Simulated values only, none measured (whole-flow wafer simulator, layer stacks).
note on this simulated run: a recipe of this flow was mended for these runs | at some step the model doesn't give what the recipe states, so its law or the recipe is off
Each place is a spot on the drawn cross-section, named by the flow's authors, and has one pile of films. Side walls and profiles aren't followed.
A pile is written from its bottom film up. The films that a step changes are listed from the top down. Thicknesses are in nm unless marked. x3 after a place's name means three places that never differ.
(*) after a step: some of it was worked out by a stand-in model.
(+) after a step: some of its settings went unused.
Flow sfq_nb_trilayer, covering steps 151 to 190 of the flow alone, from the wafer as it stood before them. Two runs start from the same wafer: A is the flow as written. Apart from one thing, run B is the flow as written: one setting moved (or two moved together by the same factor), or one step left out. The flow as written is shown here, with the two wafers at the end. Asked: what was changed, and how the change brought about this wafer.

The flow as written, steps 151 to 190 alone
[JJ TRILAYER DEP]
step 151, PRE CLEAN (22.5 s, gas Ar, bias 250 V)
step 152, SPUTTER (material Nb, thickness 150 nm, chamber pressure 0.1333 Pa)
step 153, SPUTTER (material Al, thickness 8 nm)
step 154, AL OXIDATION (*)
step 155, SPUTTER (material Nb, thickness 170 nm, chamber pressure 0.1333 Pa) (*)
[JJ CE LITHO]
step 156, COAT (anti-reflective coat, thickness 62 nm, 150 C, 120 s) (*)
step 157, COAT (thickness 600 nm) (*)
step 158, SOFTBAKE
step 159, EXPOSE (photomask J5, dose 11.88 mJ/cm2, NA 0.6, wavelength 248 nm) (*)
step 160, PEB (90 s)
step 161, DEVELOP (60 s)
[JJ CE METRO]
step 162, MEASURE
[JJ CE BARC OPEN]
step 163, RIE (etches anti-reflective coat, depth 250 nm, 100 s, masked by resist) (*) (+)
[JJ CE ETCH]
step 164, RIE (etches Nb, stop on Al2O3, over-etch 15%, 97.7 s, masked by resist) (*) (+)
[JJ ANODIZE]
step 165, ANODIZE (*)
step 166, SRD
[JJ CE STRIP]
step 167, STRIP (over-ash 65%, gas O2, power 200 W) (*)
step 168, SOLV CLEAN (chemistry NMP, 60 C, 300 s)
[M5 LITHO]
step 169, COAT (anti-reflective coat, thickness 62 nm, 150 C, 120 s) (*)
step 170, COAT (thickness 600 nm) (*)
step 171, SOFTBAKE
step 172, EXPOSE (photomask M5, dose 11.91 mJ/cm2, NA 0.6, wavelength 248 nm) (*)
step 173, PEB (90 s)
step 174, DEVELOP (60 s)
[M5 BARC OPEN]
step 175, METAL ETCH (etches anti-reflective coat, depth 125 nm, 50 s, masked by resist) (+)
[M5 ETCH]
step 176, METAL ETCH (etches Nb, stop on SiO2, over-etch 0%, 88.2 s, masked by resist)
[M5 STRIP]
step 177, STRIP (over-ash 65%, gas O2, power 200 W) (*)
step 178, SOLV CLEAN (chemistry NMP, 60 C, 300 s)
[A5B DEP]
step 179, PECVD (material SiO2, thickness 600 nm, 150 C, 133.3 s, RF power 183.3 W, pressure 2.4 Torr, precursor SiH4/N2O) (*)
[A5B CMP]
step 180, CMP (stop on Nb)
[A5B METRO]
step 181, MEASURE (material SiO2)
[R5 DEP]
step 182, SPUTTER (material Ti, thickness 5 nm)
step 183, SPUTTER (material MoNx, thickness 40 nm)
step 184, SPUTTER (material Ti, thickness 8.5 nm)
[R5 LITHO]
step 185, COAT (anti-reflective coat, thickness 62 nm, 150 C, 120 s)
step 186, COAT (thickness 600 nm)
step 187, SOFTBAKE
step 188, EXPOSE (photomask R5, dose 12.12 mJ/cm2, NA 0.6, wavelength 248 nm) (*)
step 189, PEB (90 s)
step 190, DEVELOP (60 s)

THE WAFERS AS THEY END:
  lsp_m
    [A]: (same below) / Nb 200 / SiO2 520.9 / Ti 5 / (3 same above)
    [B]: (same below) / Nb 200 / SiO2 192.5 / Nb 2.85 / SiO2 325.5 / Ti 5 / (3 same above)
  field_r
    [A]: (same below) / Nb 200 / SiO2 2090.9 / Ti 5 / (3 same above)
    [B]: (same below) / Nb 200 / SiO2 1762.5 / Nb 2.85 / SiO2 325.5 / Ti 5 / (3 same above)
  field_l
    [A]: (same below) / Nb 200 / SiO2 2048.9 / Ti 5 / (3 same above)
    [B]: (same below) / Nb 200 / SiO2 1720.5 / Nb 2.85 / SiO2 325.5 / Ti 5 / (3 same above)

Cause: step 176, METAL ETCH: 59.54 s was run, though the flow has 88.2 s.

How this came from the change, step by step:
  step 176, METAL ETCH (etches Nb, stop on SiO2, over-etch 0%, 88.2 s, masked by resist)
      field_l, res, r_end and 47 more: A Al2O3 loses 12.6 (all of it), Nb2O5 loses 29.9 (all of it), Nb loses 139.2 (all of it), SiO2 loses 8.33 | B Al2O3 loses 12.6 (all of it), Nb2O5 loses 29.9 (all of it), Nb loses 136.4
      r_sur, wl_a_sl, wl_a_m6: A Al2O3 loses 12.5 (all of it), Nb2O5 loses 29.9 (all of it), Nb loses 139.2 (all of it), SiO2 loses 8.33 | B Al2O3 loses 12.5 (all of it), Nb2O5 loses 29.9 (all of it), Nb loses 136.4
      (as well as at 53 more places)
  step 177, STRIP (over-ash 65%, gas O2, power 200 W) (*)
      l0r_line_l x3, l0r_space_c x22, m0r_space_l x2, r5r_line_l x3: A KrF-resist-other-grade loses 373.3 (all of it), anti-reflective coat loses 62 (all of it) | B KrF-resist-other-grade loses 416.3 (all of it), anti-reflective coat loses 62 (all of it)
      v_sur: A KrF-resist-other-grade loses 366.5 (all of it), anti-reflective coat loses 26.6 (all of it) | B KrF-resist-other-grade loses 409.5 (all of it), anti-reflective coat loses 26.6 (all of it)
      (as well as at 22 more places)
  step 179, PECVD (material SiO2, thickness 600 nm, 150 C, 133.3 s, RF power 183.3 W, pressure 2.4 Torr, precursor SiH4/N2O) (*)
      field_l, lsp_m, ln_m6 and 44 more: A SiO2 gains 600 | B SiO2 gains 600 (new film)
      r_sur, res, r_end, moat, field_r, lsp_l: A SiO2 gains 593.1 | B SiO2 gains 593.5 (new film)
  step 180, CMP (stop on Nb)
      field_l, lsp_m, ln_m6 and 44 more: A SiO2 loses 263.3 | B SiO2 loses 274.5
      res, r_end, moat, field_r, lsp_l: A SiO2 loses 256.4 | B SiO2 loses 268
      (as well as at 1 more place)
Taking metal films that touch as one body, lsp_m has 4 bodies (between them, from the top down: SiO2 325.5; SiO2 192.5; SiO2 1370); the flow as written gives 3 bodies (between them, from the top down: SiO2 520.9; SiO2 1370).
Taking metal films that touch as one body, field_r has 3 bodies (between them, from the top down: SiO2 325.5; SiO2 1762.5); the flow as written gives 2 bodies (between them, from the top down: SiO2 2090.9).
Taking metal films that touch as one body, field_l has 4 bodies (between them, from the top down: SiO2 325.5; SiO2 1720.5; SiO2 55); the flow as written gives 3 bodies (between them, from the top down: SiO2 2048.9; SiO2 55).
